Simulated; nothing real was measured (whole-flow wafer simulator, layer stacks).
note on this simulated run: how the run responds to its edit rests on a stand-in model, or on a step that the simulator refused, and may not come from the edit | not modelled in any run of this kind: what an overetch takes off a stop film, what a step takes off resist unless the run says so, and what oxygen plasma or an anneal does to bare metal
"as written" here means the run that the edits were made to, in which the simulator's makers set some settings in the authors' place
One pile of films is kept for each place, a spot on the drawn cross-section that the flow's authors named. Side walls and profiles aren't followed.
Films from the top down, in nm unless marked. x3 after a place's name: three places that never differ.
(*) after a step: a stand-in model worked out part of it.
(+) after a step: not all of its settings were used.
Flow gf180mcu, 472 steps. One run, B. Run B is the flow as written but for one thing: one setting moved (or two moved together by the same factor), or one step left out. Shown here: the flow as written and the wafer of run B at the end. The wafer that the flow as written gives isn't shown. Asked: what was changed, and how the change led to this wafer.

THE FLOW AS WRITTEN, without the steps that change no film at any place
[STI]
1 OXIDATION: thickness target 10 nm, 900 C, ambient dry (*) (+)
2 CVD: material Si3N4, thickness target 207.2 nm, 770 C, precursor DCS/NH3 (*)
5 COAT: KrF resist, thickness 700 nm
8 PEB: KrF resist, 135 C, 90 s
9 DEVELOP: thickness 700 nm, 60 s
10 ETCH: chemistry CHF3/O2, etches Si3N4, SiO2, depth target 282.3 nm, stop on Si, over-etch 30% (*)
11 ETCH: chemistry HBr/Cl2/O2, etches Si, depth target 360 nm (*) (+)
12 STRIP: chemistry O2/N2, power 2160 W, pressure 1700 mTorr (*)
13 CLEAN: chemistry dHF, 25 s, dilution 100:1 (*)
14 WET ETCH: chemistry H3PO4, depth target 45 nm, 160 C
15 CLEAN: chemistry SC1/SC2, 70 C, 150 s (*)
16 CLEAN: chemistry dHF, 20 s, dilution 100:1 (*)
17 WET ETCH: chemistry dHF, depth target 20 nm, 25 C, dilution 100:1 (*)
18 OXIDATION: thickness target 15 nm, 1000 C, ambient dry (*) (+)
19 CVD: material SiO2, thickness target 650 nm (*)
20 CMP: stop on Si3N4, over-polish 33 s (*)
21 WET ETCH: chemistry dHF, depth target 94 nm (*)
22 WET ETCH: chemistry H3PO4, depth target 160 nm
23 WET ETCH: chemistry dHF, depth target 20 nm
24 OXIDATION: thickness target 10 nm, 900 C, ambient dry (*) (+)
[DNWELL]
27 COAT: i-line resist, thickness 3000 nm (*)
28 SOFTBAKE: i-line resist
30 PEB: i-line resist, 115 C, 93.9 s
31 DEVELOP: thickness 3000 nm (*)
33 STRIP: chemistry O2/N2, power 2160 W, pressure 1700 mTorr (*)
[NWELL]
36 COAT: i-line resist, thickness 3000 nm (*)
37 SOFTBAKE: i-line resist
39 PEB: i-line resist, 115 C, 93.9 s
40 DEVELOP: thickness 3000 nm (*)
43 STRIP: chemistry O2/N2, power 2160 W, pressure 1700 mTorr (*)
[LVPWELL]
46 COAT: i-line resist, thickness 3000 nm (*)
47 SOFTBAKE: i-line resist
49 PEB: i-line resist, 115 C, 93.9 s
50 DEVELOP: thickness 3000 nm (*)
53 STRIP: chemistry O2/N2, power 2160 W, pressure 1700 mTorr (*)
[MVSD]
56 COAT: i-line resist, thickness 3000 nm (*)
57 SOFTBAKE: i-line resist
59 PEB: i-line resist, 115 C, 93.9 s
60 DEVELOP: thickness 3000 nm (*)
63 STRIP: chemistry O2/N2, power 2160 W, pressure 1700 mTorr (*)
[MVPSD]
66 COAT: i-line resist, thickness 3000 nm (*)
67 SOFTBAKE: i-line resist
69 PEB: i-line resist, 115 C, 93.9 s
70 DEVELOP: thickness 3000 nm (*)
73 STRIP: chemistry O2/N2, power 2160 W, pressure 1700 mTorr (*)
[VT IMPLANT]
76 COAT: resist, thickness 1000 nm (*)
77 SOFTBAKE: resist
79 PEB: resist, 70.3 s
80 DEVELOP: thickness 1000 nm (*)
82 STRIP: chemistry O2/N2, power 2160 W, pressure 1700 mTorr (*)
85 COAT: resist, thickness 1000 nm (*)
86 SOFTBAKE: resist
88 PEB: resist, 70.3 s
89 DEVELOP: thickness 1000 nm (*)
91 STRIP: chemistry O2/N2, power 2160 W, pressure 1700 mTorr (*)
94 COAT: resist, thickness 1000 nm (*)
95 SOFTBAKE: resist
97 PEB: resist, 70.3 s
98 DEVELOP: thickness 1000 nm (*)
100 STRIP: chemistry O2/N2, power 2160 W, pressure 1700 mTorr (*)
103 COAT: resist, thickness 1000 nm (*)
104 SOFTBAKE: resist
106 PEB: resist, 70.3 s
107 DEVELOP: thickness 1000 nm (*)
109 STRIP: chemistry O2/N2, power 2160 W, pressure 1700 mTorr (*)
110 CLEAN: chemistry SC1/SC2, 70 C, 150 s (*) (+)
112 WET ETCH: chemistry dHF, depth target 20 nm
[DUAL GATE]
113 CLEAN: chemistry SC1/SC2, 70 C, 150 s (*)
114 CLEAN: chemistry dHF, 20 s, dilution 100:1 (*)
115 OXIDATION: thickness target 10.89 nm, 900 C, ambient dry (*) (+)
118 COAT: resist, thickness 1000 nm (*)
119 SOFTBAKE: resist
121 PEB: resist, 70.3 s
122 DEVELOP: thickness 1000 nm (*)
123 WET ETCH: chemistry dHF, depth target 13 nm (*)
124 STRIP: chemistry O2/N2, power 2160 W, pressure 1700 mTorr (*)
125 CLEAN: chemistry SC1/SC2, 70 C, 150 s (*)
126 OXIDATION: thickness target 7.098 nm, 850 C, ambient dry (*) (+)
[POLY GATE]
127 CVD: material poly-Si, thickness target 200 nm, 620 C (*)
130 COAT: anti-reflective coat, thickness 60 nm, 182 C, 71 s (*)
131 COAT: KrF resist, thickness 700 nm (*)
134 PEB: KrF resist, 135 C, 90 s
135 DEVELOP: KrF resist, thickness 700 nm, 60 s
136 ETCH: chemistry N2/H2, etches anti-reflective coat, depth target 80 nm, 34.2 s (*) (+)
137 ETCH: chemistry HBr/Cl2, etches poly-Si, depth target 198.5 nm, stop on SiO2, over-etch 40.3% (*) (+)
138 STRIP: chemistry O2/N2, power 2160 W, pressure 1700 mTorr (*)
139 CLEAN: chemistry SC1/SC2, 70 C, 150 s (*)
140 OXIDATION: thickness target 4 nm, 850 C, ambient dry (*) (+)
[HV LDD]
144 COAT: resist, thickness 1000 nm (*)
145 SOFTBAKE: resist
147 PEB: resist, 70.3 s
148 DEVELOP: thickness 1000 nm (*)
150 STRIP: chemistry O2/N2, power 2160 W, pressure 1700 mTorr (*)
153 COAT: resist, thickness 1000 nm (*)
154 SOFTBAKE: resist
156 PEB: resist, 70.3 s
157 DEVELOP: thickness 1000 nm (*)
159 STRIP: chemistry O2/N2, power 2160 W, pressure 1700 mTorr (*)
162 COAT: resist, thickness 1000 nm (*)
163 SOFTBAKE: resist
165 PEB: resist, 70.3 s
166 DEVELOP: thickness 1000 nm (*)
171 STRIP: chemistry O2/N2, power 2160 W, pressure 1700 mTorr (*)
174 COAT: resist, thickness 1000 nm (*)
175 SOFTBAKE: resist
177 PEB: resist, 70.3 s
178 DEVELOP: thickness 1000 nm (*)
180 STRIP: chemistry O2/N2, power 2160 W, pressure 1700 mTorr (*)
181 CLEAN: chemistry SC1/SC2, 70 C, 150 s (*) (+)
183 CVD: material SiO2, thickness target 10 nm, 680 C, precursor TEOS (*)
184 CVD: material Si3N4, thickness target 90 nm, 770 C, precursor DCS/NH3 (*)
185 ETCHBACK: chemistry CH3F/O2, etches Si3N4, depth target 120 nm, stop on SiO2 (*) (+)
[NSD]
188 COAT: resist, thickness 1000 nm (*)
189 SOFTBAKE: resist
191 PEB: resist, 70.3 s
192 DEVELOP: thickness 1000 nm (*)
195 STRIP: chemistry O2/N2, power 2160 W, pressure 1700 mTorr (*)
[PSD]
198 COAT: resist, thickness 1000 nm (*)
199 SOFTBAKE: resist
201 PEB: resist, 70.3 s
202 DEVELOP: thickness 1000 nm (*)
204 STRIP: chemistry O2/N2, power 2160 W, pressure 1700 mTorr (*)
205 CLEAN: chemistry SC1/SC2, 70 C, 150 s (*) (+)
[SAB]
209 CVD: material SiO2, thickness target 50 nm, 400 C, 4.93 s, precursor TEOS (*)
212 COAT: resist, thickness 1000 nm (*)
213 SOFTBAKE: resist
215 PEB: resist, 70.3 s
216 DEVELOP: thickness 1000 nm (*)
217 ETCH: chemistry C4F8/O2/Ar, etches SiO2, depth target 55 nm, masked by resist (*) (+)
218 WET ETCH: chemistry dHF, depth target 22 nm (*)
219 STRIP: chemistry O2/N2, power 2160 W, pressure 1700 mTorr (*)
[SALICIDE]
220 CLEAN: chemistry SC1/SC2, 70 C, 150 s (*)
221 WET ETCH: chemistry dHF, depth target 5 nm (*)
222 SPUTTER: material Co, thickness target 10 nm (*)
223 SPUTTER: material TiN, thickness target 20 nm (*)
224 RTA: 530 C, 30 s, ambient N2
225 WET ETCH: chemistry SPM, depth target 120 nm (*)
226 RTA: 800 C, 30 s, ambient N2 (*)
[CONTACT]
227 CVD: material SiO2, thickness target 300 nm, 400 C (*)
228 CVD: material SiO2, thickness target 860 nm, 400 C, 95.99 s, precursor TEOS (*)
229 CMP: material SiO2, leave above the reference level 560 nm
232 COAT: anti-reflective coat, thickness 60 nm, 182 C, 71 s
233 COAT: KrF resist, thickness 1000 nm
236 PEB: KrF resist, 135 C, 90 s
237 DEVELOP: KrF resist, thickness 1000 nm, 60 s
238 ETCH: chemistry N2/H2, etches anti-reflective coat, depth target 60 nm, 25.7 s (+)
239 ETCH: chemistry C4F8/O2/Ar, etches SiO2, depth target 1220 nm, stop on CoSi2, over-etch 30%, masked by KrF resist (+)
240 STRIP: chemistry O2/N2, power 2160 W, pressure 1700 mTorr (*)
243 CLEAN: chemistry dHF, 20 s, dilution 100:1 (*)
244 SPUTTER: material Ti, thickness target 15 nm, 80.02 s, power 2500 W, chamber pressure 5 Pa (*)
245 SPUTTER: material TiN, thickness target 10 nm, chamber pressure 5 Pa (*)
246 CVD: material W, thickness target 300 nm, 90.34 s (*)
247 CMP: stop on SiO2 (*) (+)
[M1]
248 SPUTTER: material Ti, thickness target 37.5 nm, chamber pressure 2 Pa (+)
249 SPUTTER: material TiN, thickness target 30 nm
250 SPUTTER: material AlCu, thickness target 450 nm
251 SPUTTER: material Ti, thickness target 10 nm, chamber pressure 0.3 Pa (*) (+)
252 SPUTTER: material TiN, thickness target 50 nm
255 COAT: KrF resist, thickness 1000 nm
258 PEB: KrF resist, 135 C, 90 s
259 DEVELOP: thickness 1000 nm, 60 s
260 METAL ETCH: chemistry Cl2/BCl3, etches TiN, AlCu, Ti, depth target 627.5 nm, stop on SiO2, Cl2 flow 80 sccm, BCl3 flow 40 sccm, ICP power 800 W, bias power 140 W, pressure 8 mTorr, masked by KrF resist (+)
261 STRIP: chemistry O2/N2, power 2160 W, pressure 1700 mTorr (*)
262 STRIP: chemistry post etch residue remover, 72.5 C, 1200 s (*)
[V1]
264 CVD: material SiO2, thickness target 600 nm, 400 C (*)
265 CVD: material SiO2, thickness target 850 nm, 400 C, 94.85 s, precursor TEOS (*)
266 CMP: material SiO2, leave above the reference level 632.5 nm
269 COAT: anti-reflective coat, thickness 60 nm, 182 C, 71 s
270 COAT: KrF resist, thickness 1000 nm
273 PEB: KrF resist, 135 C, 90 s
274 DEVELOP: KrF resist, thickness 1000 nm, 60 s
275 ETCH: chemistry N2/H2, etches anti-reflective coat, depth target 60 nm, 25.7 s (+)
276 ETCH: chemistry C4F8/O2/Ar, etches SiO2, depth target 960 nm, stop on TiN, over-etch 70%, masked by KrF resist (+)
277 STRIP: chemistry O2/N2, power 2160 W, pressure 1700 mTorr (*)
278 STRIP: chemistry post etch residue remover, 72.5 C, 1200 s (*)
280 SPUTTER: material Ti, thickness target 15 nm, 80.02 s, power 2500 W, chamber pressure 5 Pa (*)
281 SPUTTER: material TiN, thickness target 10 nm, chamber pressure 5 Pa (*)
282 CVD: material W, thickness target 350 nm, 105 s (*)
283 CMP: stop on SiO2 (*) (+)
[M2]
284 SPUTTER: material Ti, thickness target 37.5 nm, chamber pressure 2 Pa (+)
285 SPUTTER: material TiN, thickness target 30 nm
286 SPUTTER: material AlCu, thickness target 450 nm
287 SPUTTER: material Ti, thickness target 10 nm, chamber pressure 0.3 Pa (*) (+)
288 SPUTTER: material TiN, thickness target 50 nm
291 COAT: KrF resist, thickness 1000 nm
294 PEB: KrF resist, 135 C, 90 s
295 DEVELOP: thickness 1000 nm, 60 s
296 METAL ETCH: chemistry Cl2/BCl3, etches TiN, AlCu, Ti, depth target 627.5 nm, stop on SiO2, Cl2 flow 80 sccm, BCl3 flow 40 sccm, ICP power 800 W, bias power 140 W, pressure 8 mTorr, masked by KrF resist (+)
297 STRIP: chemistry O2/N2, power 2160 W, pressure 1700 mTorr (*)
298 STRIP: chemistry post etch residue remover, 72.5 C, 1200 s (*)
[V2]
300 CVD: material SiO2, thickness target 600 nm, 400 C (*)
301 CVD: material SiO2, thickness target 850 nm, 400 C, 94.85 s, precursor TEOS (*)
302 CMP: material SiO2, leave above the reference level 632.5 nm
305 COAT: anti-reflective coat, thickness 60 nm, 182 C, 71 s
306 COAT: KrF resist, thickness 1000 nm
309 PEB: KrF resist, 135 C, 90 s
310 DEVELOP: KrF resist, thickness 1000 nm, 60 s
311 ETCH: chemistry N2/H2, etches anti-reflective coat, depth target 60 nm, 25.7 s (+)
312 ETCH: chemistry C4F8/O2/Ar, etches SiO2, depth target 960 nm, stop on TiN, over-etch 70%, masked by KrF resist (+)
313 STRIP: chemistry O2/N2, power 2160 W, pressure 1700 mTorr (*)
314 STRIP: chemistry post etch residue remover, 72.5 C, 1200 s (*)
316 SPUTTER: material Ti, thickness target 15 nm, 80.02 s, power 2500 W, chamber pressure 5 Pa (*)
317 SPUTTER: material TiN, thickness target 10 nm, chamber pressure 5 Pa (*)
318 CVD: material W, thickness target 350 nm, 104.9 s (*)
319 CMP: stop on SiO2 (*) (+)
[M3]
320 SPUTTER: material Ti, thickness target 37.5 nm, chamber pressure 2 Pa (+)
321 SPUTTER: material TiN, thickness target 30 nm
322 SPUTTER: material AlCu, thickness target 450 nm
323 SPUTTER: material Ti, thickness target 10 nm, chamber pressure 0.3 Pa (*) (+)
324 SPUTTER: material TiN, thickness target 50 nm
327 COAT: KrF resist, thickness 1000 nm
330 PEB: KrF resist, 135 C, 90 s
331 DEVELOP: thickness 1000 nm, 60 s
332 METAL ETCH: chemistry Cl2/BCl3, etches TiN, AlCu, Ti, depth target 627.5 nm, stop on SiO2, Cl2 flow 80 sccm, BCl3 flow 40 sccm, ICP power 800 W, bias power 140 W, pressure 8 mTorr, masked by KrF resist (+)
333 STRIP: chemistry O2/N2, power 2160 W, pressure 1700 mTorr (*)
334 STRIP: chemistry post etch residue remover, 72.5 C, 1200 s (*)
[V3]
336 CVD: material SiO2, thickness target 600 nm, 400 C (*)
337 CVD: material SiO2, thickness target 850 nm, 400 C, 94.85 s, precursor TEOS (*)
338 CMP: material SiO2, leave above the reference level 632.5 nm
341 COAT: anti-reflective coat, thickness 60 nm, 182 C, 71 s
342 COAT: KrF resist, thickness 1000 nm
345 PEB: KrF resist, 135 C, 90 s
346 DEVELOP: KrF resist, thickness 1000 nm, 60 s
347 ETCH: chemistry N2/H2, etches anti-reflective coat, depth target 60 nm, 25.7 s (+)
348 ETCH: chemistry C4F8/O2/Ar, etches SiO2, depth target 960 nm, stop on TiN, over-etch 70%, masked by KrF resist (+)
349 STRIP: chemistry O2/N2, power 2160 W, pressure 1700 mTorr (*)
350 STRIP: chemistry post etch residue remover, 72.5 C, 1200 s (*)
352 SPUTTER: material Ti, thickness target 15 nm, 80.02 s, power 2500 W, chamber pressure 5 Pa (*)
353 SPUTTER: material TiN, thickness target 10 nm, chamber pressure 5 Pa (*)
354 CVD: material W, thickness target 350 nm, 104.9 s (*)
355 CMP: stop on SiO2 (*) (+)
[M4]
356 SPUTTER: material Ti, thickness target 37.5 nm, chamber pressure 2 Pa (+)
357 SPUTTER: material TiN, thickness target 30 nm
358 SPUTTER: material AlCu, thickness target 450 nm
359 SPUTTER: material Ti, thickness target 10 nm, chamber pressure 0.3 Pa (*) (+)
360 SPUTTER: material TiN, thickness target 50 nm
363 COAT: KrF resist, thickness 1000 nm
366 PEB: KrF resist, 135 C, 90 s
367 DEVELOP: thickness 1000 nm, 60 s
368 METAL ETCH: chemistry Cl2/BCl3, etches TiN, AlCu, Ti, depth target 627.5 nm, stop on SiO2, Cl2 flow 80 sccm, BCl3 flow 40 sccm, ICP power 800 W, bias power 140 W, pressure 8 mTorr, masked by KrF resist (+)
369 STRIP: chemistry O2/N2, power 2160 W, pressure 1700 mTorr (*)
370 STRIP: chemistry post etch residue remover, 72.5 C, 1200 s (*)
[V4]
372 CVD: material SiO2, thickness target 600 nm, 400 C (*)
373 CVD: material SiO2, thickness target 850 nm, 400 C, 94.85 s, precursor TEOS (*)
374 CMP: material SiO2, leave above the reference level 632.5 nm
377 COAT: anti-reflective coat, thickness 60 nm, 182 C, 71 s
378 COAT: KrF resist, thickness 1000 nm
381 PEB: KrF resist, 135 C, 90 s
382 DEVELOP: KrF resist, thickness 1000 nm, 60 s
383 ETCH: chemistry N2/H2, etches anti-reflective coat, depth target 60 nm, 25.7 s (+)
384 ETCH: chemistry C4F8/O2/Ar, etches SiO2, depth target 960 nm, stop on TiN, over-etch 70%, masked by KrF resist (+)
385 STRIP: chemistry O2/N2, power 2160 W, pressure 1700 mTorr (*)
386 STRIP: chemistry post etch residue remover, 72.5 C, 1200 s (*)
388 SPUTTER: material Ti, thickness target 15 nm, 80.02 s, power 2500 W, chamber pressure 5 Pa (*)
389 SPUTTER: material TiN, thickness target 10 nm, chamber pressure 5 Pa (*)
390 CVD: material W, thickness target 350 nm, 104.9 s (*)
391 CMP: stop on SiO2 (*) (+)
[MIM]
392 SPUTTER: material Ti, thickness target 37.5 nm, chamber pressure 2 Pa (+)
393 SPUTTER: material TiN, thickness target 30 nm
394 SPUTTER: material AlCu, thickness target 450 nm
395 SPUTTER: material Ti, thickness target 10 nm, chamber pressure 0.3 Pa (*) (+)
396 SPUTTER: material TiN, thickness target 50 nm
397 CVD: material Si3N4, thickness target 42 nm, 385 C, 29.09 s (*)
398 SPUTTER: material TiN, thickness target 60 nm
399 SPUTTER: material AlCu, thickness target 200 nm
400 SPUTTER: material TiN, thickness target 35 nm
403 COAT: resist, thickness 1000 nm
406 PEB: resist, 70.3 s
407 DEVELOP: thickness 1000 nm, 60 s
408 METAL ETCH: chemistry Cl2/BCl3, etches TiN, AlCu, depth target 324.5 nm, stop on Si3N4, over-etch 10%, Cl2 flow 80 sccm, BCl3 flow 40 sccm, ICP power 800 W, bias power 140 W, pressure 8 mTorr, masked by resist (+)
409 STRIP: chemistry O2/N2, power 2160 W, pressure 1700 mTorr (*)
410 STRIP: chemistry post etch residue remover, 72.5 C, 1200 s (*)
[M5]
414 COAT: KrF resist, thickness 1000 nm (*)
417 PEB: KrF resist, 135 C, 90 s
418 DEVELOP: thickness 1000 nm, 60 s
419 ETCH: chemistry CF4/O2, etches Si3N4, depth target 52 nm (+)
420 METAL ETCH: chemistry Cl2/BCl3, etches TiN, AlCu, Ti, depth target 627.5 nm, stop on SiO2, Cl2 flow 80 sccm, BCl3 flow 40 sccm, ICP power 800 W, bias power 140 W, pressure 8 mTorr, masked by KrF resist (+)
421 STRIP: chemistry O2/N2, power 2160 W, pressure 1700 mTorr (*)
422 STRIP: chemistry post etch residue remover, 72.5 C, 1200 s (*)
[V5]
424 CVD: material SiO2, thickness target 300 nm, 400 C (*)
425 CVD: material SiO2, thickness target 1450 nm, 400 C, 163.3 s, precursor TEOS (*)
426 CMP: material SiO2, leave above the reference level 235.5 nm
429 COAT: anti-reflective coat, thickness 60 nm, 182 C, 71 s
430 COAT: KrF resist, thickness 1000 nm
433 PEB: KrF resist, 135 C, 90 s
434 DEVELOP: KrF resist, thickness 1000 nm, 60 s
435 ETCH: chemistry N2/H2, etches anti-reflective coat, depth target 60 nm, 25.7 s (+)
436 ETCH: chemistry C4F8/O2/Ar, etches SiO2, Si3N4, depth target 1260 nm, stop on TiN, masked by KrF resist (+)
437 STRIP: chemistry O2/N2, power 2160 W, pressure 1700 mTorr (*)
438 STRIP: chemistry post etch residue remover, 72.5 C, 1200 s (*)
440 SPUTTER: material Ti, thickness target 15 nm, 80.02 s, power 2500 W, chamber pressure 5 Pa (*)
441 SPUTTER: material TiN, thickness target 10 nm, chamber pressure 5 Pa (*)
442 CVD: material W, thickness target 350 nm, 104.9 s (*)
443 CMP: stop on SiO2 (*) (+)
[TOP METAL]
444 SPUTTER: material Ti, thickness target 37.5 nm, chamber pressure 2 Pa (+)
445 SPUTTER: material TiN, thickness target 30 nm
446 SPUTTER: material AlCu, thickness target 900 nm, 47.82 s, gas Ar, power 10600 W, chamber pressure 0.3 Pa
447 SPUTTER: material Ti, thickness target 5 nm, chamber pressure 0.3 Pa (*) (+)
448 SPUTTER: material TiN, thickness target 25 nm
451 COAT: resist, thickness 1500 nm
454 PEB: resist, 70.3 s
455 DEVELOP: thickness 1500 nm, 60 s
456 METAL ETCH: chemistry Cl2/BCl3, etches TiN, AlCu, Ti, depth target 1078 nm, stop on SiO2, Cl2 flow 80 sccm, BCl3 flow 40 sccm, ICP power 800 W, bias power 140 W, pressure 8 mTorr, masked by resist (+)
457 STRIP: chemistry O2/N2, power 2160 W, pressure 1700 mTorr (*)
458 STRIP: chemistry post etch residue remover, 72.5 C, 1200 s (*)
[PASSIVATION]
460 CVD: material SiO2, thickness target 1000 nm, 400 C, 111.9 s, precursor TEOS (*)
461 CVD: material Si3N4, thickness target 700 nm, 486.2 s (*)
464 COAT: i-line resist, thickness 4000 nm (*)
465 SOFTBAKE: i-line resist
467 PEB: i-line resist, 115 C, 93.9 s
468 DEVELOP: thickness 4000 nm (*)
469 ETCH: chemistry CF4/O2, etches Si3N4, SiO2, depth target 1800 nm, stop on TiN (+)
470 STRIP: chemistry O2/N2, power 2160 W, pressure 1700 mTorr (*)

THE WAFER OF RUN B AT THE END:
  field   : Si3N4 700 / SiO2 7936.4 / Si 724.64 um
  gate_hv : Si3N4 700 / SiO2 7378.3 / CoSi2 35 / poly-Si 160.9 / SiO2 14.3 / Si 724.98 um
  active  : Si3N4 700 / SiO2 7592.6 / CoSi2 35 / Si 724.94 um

The cause: step 302, CMP: leave above the reference level 341.6 nm was run, where the flow has leave above the reference level 632.5 nm.

How the change led to this, step by step:
  302 CMP: material SiO2, leave above the reference level 632.5 nm
      field, field__w1, field__w2 and 103 more: SiO2 -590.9 (as written it would be: SiO2 -300)
      field__w8, contact, m1, m1__w1, m1_nw: SiO2 -1168 (as written it would be: SiO2 -877.1)
  312 ETCH: chemistry C4F8/O2/Ar, etches SiO2, depth target 960 nm, stop on TiN, over-etch 70%, masked by KrF resist (+)
      field, field__w1, field__w2 and 107 more: KrF resist -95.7 (as written it would be: KrF resist -192)
      contact: SiO2 -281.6 (all of it) (as written it would be: SiO2 -572.5 (all of it))
  313 STRIP: chemistry O2/N2, power 2160 W, pressure 1700 mTorr (*)
      field, field__w1, field__w2 and 107 more: KrF resist -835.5 (all of it), anti-reflective coat -60 (all of it) (as written it would be: KrF resist -739.2 (all of it), anti-reflective coat -60 (all of it))
  316 SPUTTER: material Ti, thickness target 15 nm, 80.02 s, power 2500 W, chamber pressure 5 Pa (*)
      contact: Ti +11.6 (new film) (as written it would be: Ti +9.65 (new film))
  317 SPUTTER: material TiN, thickness target 10 nm, chamber pressure 5 Pa (*)
      contact: TiN +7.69 (new film) (as written it would be: TiN +6.4 (new film))
  318 CVD: material W, thickness target 350 nm, 104.9 s (*)
      contact: W +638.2 (new film) (as written it would be: W +932.3 (new film))
